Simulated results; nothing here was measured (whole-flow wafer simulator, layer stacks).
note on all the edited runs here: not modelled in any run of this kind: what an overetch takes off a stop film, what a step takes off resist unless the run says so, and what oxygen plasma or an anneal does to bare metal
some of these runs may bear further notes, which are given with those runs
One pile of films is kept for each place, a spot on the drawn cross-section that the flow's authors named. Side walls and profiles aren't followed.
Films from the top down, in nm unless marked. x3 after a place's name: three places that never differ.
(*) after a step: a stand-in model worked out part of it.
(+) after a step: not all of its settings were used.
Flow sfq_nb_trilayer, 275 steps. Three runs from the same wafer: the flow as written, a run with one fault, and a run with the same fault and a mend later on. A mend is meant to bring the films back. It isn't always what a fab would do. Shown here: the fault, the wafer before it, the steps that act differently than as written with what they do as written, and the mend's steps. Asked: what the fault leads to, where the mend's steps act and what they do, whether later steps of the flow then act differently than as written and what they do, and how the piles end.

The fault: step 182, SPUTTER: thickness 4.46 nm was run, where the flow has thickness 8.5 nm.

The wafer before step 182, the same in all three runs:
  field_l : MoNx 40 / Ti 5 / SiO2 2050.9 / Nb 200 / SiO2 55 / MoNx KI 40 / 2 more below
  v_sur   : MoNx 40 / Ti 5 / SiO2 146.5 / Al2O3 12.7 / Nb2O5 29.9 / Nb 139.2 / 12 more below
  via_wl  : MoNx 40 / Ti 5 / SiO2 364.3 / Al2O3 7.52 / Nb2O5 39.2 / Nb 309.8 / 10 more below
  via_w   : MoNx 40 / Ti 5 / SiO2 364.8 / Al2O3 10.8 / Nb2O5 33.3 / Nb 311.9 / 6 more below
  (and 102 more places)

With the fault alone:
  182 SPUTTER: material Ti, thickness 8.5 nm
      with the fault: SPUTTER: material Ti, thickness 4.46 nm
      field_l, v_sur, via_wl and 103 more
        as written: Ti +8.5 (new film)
        with the fault: Ti +4.46 (new film)
  Later steps of the flow that act differently than as written (12 more steps differ only slightly, by at most 2% or 0.5 nm, whichever is larger, and aren't shown):
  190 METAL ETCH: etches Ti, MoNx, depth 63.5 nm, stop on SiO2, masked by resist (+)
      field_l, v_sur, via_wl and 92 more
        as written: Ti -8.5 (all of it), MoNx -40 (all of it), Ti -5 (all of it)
        with the fault: Ti -4.46 (all of it), MoNx -40 (all of it), Ti -5 (all of it)
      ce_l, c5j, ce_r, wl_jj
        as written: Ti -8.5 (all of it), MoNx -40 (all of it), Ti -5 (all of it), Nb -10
        with the fault: Ti -4.46 (all of it), MoNx -40 (all of it), Ti -5 (all of it), Nb -14
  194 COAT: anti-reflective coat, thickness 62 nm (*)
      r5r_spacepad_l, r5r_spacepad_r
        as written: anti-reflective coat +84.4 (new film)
        with the fault: anti-reflective coat +82.6 (new film)
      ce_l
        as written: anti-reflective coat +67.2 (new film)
        with the fault: anti-reflective coat +69 (new film)
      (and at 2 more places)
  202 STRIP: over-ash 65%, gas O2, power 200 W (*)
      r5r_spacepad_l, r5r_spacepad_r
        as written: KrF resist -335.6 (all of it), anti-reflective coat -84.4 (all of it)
        with the fault: KrF resist -335.5 (all of it), anti-reflective coat -82.6 (all of it)
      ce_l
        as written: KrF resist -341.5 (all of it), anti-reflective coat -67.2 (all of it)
        with the fault: KrF resist -342.6 (all of it), anti-reflective coat -69 (all of it)
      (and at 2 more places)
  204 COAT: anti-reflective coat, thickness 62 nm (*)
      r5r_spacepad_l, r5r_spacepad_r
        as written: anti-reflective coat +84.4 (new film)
        with the fault: anti-reflective coat +82.6 (new film)
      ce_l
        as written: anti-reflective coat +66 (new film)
        with the fault: anti-reflective coat +67.8 (new film)
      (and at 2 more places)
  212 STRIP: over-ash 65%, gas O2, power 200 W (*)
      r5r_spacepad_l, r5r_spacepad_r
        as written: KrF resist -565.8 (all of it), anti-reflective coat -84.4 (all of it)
        with the fault: KrF resist -565.3 (all of it), anti-reflective coat -82.6 (all of it)
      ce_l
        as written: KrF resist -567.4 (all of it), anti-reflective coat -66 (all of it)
        with the fault: KrF resist -568.2 (all of it), anti-reflective coat -67.8 (all of it)
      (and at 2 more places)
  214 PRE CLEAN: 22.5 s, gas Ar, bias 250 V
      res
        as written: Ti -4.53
        with the fault: Ti -4.46 (all of it), MoNx -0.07
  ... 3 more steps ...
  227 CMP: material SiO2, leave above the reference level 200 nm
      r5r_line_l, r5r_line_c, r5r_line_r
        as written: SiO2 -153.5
        with the fault: SiO2 -149.5
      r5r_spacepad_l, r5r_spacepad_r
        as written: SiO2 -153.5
        with the fault: SiO2 -147
  At the end the piles differ from the flow's by more than 2% or 0.5 nm, whichever is larger, at ce_l, ce_r, be_r and 7 more.
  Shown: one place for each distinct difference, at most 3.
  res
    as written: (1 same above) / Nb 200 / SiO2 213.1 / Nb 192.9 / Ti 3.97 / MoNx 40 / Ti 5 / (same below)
    with the fault: (1 same above) / Nb 200 / SiO2 217.2 / Nb 192.9 / MoNx 39.9 / Ti 5 / (same below)
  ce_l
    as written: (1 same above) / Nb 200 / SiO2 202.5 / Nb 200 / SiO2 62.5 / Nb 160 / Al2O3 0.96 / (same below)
    with the fault: (1 same above) / Nb 200 / SiO2 206.5 / Nb 200 / SiO2 62.5 / Nb 156 / Al2O3 0.96 / (same below)
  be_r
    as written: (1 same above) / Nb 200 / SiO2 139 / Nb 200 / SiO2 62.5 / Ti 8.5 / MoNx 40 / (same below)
    with the fault: (1 same above) / Nb 200 / SiO2 143 / Nb 200 / SiO2 62.5 / Ti 4.46 / MoNx 40 / (same below)

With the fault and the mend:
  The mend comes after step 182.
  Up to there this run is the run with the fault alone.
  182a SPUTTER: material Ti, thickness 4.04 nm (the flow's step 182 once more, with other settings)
      field_l, v_sur, via_wl and 103 more
        Ti +4.04
  No later step of the flow acts differently than as written at any place that is followed.
  At the end the piles are the same as the flow's at every place that both follow.
